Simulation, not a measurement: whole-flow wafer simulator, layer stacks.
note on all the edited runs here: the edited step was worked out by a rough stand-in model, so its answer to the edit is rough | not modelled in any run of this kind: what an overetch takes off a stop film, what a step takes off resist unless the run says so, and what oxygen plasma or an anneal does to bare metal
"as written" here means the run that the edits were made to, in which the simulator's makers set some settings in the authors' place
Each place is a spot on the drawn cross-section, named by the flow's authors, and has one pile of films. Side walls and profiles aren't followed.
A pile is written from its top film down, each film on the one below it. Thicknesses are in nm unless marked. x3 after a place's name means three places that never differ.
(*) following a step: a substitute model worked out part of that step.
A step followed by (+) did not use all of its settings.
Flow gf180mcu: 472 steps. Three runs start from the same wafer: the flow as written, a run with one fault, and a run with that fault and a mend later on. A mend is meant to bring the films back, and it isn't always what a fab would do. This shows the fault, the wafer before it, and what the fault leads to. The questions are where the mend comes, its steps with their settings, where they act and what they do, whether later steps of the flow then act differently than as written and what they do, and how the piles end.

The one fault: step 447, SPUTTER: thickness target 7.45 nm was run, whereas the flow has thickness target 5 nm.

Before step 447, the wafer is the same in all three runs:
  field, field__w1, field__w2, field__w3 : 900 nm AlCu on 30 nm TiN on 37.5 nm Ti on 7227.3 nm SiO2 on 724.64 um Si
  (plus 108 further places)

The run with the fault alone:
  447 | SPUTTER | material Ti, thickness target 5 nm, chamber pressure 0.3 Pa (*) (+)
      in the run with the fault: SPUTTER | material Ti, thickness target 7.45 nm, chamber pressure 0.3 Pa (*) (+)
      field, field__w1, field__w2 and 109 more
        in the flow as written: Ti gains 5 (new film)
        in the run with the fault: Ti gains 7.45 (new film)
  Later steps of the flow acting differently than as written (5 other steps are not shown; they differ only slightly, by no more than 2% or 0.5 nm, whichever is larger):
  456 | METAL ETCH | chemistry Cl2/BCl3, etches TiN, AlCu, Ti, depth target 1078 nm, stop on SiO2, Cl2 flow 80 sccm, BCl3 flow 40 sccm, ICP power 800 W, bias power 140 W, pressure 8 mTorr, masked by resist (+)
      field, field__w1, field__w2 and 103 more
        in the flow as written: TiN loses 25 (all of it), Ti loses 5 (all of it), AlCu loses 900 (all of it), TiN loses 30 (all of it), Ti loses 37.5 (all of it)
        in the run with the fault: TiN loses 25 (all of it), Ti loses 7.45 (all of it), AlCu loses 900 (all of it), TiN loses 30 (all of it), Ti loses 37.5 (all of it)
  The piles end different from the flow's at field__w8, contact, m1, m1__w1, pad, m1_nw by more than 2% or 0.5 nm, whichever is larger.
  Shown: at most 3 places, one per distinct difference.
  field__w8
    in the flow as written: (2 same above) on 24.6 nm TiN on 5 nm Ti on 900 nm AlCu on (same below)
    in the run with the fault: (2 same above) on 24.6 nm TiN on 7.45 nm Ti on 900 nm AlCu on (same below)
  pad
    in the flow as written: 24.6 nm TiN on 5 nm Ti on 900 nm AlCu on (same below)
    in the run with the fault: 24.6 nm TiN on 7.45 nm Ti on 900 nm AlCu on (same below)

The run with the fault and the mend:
  After step 447 comes the mend.
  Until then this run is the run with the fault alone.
  447a | METAL ETCH | chemistry Cl2/BCl3, etches TiN, AlCu, Ti, depth target 2.45 nm, Cl2 flow 80 sccm, BCl3 flow 40 sccm, ICP power 800 W, bias power 140 W, pressure 8 mTorr (the flow's step 260 again, with other settings)
      field, field__w1, field__w2 and 109 more
        Ti loses 2.45
  None of the later steps of the flow acts differently than as written at any place that is followed.
  At every place that both follow, the piles at the end match the flow's.
